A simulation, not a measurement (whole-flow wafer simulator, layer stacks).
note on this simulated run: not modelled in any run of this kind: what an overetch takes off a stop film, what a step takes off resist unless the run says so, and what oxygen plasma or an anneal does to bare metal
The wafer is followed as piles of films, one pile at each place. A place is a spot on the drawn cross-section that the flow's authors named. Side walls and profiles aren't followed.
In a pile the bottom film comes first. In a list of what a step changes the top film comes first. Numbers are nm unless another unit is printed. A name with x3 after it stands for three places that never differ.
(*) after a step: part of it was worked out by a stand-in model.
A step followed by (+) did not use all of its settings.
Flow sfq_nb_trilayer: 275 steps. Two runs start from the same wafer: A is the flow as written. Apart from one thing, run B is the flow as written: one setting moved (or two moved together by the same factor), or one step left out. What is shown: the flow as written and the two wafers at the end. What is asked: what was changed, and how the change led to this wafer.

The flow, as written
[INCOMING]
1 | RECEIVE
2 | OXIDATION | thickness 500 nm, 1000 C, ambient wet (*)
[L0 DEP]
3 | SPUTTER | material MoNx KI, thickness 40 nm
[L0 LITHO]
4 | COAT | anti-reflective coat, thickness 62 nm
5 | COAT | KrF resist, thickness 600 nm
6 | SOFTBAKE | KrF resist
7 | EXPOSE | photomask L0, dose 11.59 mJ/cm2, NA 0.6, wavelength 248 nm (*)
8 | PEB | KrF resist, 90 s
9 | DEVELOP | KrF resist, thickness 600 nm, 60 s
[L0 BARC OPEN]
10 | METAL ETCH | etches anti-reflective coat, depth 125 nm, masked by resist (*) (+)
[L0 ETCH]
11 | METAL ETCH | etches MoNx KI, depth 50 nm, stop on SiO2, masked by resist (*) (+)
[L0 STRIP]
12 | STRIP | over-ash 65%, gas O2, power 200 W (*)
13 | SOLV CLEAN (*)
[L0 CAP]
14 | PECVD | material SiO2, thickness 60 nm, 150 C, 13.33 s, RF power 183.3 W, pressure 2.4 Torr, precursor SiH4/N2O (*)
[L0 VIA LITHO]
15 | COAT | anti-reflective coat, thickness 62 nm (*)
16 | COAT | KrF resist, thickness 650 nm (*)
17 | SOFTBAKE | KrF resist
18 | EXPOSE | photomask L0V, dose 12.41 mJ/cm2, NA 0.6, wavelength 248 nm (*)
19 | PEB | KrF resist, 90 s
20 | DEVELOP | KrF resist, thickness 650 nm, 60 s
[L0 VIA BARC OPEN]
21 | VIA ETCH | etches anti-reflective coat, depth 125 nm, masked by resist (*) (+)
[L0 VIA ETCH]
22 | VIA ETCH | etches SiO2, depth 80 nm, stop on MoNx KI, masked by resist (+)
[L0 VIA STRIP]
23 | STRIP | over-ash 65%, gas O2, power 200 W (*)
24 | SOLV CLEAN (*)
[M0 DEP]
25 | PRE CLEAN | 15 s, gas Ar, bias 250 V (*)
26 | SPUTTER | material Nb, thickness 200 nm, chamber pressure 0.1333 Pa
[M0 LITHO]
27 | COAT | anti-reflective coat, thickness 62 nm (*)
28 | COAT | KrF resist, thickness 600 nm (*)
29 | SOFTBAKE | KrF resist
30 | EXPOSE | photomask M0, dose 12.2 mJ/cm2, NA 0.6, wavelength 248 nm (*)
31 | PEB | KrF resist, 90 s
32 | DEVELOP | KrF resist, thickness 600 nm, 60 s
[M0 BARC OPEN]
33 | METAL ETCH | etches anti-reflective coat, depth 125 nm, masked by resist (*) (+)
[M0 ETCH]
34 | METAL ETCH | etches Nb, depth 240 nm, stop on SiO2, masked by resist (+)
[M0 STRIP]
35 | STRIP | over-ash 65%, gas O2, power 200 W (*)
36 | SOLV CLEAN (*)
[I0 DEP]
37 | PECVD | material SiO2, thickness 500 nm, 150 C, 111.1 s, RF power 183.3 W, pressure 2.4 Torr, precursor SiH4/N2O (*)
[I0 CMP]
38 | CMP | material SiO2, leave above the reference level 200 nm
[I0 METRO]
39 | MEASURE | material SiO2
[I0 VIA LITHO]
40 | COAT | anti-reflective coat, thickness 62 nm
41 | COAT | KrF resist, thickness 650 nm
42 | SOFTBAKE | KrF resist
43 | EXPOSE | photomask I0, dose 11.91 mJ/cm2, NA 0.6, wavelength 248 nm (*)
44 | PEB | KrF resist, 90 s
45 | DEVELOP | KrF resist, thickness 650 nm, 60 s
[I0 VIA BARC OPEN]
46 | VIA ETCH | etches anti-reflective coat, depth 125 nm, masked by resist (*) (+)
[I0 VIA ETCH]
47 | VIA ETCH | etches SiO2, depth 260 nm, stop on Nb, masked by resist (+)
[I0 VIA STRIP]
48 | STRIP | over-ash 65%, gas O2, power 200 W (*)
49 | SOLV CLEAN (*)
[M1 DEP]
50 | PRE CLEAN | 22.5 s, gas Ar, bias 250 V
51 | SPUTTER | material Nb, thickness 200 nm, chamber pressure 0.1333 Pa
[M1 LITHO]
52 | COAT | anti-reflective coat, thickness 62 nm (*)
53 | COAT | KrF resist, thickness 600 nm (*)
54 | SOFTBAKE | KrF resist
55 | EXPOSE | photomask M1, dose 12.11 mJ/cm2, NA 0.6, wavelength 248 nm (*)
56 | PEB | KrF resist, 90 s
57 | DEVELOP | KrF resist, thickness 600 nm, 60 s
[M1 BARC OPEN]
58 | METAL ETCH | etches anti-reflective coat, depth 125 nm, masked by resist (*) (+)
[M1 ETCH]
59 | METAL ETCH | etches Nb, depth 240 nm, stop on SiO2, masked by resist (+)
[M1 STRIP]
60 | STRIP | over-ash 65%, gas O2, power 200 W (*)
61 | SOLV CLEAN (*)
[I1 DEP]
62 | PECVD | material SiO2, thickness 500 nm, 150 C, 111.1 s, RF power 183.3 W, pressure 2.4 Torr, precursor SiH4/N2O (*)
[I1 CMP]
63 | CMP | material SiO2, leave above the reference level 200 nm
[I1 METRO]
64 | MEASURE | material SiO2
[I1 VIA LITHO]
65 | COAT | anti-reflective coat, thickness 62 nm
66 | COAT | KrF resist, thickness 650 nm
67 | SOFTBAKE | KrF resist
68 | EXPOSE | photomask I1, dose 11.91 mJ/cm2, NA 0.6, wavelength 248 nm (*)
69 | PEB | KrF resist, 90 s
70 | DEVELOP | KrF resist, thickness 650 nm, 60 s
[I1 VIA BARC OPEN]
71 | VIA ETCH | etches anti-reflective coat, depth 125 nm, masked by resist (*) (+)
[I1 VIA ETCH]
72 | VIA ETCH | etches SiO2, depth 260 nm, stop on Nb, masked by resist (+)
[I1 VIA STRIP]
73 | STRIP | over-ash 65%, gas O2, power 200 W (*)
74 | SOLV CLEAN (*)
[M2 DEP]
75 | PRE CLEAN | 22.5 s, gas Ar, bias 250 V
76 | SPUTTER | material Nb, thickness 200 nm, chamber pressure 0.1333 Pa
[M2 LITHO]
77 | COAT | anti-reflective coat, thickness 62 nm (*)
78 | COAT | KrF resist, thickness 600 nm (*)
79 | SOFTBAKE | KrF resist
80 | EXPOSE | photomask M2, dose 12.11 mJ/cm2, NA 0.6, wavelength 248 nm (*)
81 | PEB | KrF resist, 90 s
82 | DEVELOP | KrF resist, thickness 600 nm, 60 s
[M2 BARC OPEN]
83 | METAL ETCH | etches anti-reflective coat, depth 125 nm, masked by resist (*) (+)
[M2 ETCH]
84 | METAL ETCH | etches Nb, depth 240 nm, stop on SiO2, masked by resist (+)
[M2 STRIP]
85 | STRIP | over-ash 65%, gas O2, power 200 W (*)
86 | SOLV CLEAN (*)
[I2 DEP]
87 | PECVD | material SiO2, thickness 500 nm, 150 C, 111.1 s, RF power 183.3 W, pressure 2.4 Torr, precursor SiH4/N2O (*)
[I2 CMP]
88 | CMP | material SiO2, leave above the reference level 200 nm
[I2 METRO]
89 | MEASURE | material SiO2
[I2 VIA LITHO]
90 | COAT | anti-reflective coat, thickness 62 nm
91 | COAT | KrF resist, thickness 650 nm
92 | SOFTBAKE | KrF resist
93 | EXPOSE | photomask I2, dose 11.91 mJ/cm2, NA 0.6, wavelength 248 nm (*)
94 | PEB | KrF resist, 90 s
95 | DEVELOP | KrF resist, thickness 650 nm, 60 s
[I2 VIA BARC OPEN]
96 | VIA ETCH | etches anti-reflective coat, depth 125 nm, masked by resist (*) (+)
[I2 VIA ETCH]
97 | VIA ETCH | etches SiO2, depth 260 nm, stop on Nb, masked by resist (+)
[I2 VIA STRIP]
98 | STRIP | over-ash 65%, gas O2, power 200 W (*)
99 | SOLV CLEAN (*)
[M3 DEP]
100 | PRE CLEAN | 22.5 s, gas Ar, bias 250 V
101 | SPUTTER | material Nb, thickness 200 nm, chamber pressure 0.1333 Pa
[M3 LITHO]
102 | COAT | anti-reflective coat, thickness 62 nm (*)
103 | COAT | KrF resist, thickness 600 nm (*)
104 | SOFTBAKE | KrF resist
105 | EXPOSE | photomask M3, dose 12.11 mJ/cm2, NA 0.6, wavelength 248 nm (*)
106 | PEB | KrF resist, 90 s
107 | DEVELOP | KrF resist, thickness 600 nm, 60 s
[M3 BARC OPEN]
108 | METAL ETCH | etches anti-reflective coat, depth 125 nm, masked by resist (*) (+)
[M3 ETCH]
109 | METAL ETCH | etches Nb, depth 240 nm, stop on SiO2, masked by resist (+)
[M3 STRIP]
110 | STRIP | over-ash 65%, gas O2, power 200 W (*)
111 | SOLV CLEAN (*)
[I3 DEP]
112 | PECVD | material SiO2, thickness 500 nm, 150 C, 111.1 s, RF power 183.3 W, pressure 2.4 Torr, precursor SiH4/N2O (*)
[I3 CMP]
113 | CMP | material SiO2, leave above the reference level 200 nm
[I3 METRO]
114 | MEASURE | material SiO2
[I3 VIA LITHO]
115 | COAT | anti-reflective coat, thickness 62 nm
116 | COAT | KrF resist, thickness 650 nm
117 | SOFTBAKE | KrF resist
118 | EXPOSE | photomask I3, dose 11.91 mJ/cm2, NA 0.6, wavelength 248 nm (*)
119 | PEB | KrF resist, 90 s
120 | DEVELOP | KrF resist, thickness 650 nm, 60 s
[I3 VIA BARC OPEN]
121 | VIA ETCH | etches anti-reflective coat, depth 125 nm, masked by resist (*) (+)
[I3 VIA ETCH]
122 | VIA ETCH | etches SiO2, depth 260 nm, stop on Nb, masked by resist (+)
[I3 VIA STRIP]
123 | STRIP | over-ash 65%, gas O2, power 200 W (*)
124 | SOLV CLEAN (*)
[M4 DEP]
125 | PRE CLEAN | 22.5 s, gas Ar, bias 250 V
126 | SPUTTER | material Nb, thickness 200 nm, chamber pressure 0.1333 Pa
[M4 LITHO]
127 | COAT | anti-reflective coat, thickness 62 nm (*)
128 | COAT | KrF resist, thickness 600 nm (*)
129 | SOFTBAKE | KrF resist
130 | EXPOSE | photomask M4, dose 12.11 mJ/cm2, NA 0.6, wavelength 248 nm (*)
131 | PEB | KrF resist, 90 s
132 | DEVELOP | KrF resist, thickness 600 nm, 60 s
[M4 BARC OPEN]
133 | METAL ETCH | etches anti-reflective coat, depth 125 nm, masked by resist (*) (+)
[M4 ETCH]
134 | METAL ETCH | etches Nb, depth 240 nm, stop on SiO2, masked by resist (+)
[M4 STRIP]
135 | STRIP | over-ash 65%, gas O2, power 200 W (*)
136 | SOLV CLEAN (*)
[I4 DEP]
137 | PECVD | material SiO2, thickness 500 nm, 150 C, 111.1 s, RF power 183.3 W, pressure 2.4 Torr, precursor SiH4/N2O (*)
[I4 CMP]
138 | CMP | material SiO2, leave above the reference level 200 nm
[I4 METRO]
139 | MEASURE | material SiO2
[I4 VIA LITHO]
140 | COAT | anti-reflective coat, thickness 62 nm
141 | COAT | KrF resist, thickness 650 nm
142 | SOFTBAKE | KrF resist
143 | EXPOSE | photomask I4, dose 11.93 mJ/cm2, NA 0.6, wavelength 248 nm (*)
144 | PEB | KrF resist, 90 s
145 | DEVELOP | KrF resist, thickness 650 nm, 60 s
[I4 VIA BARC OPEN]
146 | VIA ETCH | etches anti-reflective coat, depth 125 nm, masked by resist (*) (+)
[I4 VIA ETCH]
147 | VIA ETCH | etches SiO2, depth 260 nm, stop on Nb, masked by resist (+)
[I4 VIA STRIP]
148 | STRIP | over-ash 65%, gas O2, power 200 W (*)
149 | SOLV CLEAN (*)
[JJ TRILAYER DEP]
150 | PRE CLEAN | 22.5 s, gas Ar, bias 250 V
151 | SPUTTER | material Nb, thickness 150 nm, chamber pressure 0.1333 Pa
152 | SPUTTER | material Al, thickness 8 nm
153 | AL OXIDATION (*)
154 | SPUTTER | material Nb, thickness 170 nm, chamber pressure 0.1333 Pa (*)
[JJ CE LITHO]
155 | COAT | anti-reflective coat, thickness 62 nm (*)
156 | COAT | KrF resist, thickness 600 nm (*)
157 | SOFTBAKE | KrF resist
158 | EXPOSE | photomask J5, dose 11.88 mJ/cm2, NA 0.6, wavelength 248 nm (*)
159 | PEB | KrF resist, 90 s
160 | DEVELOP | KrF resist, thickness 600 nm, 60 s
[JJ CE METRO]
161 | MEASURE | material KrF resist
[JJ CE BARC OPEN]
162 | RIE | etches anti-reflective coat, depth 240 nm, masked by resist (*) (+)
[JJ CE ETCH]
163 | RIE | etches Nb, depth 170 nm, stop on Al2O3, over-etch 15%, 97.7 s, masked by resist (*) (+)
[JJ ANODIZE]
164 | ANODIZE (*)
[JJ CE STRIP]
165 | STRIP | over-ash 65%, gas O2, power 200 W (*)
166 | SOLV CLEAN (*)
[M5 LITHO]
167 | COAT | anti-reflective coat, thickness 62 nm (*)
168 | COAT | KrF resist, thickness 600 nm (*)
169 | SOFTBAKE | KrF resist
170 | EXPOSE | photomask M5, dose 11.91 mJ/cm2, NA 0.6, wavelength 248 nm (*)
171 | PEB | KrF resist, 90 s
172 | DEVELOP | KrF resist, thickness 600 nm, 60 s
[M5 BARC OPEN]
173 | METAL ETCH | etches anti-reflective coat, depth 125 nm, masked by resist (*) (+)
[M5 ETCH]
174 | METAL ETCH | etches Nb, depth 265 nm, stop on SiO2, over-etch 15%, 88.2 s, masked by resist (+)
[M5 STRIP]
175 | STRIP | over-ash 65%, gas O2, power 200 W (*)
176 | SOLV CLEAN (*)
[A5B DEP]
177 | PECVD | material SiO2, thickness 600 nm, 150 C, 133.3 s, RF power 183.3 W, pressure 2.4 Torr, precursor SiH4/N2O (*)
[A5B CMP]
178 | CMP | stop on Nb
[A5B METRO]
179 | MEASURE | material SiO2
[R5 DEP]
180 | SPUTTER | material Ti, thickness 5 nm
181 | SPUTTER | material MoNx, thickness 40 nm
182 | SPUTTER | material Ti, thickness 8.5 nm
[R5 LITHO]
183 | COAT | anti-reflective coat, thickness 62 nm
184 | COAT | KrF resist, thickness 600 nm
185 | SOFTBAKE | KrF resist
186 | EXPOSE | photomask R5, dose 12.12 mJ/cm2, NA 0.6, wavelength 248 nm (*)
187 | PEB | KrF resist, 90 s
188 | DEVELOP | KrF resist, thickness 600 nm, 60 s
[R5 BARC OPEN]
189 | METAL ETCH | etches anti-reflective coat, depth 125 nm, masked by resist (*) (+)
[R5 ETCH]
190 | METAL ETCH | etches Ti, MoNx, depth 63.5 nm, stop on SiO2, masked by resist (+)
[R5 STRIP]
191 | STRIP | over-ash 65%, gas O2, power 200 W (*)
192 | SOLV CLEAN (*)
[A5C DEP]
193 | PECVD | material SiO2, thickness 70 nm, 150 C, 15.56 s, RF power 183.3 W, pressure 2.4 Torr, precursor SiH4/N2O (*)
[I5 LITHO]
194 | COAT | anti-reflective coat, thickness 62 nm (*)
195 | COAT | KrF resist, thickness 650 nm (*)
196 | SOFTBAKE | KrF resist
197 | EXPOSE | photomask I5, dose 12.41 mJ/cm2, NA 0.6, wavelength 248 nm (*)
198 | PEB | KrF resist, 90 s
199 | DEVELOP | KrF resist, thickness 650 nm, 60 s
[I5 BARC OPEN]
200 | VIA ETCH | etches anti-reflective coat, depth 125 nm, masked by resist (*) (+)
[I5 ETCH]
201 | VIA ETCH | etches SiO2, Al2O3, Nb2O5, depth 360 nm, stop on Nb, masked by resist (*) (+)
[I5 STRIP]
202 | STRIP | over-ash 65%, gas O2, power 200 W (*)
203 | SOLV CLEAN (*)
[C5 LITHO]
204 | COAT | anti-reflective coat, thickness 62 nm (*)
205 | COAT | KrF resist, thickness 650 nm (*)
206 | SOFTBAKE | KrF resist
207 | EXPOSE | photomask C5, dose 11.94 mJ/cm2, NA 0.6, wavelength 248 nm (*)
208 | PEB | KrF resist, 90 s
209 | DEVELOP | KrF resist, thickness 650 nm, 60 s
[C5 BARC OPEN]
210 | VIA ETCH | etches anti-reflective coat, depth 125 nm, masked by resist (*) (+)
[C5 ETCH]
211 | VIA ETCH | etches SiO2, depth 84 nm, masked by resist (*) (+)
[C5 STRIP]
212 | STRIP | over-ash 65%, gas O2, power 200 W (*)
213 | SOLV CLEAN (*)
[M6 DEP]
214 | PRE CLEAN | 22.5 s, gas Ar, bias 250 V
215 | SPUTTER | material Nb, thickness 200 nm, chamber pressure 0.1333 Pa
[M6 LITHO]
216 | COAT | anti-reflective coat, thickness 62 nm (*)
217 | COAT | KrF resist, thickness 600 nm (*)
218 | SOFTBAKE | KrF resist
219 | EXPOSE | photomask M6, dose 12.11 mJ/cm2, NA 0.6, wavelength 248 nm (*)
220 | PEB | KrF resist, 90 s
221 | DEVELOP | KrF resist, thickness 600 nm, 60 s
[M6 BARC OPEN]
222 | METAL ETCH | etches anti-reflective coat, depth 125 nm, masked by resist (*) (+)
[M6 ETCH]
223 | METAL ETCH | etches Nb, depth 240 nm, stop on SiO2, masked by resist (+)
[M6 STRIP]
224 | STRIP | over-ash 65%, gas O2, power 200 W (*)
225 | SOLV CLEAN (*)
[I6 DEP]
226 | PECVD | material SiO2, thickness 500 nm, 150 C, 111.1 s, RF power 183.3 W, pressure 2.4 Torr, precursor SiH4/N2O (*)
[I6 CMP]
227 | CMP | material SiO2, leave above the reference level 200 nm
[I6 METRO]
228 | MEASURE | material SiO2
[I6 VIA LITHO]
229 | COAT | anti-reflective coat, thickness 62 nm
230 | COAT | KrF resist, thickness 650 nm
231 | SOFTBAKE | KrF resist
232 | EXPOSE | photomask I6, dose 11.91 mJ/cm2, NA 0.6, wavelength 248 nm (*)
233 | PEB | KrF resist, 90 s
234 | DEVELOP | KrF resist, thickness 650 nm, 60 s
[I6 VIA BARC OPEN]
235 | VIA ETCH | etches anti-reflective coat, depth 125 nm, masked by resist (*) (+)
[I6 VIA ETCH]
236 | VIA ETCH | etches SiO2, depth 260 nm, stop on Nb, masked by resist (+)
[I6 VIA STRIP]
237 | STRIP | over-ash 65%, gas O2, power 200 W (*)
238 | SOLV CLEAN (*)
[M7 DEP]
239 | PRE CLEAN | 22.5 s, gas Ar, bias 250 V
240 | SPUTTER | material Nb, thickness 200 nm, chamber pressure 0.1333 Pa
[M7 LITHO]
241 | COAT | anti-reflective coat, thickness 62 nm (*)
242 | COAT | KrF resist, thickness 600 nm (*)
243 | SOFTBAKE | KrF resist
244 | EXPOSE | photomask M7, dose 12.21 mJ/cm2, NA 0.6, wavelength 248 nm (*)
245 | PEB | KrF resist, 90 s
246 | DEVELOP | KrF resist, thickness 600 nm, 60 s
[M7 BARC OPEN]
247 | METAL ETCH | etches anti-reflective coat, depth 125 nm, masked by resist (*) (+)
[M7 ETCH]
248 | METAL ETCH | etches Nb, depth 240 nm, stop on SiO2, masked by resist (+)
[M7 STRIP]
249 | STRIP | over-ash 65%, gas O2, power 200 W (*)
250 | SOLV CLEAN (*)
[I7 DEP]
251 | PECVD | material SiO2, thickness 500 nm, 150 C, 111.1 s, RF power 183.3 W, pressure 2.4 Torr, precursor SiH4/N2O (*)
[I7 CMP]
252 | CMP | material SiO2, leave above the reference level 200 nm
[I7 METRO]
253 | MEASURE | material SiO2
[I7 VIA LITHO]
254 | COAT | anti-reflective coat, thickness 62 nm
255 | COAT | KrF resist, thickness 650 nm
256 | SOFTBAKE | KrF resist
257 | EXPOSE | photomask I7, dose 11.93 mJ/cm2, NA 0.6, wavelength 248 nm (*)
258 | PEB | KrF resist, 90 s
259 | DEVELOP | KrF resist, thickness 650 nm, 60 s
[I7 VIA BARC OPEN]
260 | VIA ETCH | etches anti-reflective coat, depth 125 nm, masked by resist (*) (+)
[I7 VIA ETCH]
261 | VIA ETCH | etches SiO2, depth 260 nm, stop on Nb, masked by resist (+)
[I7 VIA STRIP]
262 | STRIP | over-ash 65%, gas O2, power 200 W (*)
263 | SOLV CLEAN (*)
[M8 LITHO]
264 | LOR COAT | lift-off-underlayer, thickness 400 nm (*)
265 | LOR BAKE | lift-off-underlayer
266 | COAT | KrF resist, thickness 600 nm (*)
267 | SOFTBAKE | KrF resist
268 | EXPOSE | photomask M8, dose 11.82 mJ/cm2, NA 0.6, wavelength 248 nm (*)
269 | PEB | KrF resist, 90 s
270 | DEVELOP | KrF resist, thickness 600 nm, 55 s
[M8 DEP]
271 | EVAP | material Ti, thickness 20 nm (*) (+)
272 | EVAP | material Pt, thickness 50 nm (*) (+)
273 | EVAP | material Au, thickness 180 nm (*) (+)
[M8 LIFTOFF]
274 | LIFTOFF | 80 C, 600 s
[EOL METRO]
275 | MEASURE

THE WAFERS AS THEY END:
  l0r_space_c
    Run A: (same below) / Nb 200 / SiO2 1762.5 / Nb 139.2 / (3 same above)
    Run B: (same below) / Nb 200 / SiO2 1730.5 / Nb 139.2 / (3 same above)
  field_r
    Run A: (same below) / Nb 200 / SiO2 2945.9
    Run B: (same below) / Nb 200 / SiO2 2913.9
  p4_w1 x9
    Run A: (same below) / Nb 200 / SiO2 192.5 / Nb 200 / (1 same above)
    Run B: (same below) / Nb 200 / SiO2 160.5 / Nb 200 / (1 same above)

What caused this: step 113, CMP: leave above the reference level 168 nm was run, whereas the flow has leave above the reference level 200 nm.

The path from the change to this, step by step:
  113 | CMP | material SiO2, leave above the reference level 200 nm
      field_l, be, be_sur and 64 more: A -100 SiO2 | B -132 SiO2
      v_sur, via_wl, via_wr and 27 more: A -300 SiO2 | B -332 SiO2
      (also at 9 further places)
  122 | VIA ETCH | etches SiO2, depth 260 nm, stop on Nb, masked by resist (+)
      field_l, v_sur, via_wl and 102 more: A -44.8 KrF resist | B -43.4 KrF resist
      via_v: A -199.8 SiO2 (all of it) | B -167.8 SiO2 (all of it)
  126 | SPUTTER | material Nb, thickness 200 nm, chamber pressure 0.1333 Pa
      via_v: A +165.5 Nb | B +172.5 Nb
  127 | COAT | anti-reflective coat, thickness 62 nm (*)
      via_v: A +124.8 anti-reflective coat (new film) | B +116.2 anti-reflective coat (new film)
  128 | COAT | KrF resist, thickness 600 nm (*)
      via_v: A +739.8 KrF resist (new film) | B +714.3 KrF resist (new film)
  135 | STRIP | over-ash 65%, gas O2, power 200 W (*)
      via_v: A -521.8 KrF resist (all of it), -124.8 anti-reflective coat (all of it) | B -496.4 KrF resist (all of it), -116.2 anti-reflective coat (all of it)
  137 | PECVD | material SiO2, thickness 500 nm, 150 C, 111.1 s, RF power 183.3 W, pressure 2.4 Torr, precursor SiH4/N2O (*)
      via_v: A +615 SiO2 (new film) | B +551.5 SiO2 (new film)
  138 | CMP | material SiO2, leave above the reference level 200 nm
      via_v: A -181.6 SiO2 | B -157.1 SiO2
